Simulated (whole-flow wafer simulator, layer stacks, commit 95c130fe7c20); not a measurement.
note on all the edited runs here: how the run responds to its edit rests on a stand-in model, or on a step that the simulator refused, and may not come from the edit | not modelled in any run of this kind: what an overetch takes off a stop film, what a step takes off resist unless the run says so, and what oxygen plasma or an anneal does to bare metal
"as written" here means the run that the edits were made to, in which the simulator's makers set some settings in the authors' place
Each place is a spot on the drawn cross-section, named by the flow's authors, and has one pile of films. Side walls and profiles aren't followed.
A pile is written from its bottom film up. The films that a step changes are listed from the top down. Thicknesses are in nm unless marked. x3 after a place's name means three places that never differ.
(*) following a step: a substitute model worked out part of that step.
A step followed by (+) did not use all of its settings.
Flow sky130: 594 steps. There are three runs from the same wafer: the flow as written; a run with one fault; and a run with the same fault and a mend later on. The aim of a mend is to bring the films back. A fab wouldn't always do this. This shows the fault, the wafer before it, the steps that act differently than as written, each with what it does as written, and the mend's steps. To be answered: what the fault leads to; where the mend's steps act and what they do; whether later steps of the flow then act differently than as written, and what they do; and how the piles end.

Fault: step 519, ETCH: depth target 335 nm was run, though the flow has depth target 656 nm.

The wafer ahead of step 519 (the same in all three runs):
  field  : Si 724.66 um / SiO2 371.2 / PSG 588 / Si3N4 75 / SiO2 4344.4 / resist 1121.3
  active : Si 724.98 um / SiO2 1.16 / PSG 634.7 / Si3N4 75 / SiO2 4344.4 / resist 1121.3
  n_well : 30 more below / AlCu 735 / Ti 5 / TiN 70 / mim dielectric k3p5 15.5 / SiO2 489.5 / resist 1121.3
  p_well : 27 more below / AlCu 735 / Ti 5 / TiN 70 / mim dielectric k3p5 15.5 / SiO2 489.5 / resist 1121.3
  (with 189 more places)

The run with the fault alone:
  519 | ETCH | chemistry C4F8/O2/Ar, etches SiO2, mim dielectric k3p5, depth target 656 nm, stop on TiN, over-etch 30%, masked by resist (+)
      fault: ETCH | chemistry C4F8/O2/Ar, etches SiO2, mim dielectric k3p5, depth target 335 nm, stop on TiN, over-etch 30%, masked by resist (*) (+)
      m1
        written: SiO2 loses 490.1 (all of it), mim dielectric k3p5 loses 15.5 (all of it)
        fault: SiO2 loses 335
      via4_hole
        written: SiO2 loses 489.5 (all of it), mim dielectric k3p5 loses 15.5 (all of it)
        fault: SiO2 loses 335
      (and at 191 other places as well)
  Steps further on in the flow that do not act as written (1 other step is not shown; it differs only slightly, by no more than 2% or 0.5 nm, whichever is larger):
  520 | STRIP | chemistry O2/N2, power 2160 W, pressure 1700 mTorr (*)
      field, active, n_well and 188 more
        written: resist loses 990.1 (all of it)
        fault: resist loses 1054.3 (all of it)
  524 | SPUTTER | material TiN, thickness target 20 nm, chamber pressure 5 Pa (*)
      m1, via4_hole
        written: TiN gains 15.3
        fault: TiN gains 16.5 (new film)
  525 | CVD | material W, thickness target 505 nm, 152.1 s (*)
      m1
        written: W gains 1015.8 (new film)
        fault: W gains 646.8 (new film)
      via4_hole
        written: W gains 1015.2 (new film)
        fault: W gains 648.5 (new film)
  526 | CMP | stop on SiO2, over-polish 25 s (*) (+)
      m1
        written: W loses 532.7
        fault: W loses 335.9
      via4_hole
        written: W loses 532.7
        fault: W loses 337.6
  The piles end different from the flow's at m1, via4_hole by more than 2% or 0.5 nm, whichever is larger.
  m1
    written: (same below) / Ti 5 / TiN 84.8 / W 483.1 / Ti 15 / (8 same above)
    fault: (same below) / Ti 5 / TiN 70 / mim dielectric k3p5 15.5 / SiO2 155.1 / TiN 16.5 / W 310.8 / Ti 15 / (8 same above)
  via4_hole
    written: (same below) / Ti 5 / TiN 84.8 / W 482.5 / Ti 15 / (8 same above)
    fault: (same below) / Ti 5 / TiN 70 / mim dielectric k3p5 15.5 / SiO2 154.5 / TiN 16.5 / W 310.8 / Ti 15 / (8 same above)

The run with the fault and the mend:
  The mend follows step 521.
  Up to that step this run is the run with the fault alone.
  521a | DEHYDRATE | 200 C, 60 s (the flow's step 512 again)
      leaves every film unchanged at each place that is followed
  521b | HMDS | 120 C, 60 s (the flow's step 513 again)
      leaves every film unchanged at each place that is followed
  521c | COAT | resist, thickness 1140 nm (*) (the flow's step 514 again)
      gate_hv, mim, dice_street and 116 more
        resist gains 1140 (new film)
      n_well, p_well, sd_n and 8 more
        resist gains 1139.5 (new film)
      gate_lvt_sd, active_lvt, gate_p_sd, active_p, gate_p_hvt_sd, active_p_hvt, field_nw
        resist gains 1139.7 (new film)
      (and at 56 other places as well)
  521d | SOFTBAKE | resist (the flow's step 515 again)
      field
        resist gains 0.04
      active
        resist gains 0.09
      gate
        resist gains 0.13
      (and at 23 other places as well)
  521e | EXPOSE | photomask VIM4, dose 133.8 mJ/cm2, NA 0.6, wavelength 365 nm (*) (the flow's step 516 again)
      leaves every film unchanged at each place that is followed
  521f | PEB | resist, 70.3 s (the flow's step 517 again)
      field, active, n_well and 172 more
        resist loses 18.7
      nwell_res, pplus_nw, iso_guard, via3_hole, via3_enc, via4_enc, sonos_guard, sonos_guard_hv
        resist loses 18.5
      pwell_dnw, gate_p, poly_endcap, via1_hole, via1_enc, via2_hole, via2_enc
        resist loses 18.6
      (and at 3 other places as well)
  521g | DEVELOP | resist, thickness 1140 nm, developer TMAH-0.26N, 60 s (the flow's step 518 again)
      sonos_cell, pplus_nw, iso_guard and 7 more
        resist loses 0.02
      m1
        resist loses 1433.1 (all of it)
      via4_hole
        resist loses 1432.7 (all of it)
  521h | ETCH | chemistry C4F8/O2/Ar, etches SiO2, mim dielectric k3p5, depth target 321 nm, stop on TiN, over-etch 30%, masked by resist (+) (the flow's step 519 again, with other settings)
      field, active, n_well and 188 more
        resist loses 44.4
      m1
        SiO2 loses 155.1 (all of it), mim dielectric k3p5 loses 15.5 (all of it)
      via4_hole
        SiO2 loses 154.5 (all of it), mim dielectric k3p5 loses 15.5 (all of it)
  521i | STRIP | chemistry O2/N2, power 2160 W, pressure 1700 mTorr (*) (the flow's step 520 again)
      gate_hv, mim, dice_street and 116 more
        resist loses 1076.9 (all of it)
      n_well, p_well, sd_n and 8 more
        resist loses 1076.4 (all of it)
      gate_lg10, gate_lvt_sd, active_lvt, gate_p_sd, active_p, active_p_hvt, field_nw
        resist loses 1076.6 (all of it)
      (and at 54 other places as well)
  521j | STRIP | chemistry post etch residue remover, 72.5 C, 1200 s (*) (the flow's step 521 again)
      m1, via4_hole
        TiN loses 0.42
  Every later step of the flow that is run acts as written at every place that is followed.
  By the end, the piles equal the flow's at every place that both follow.
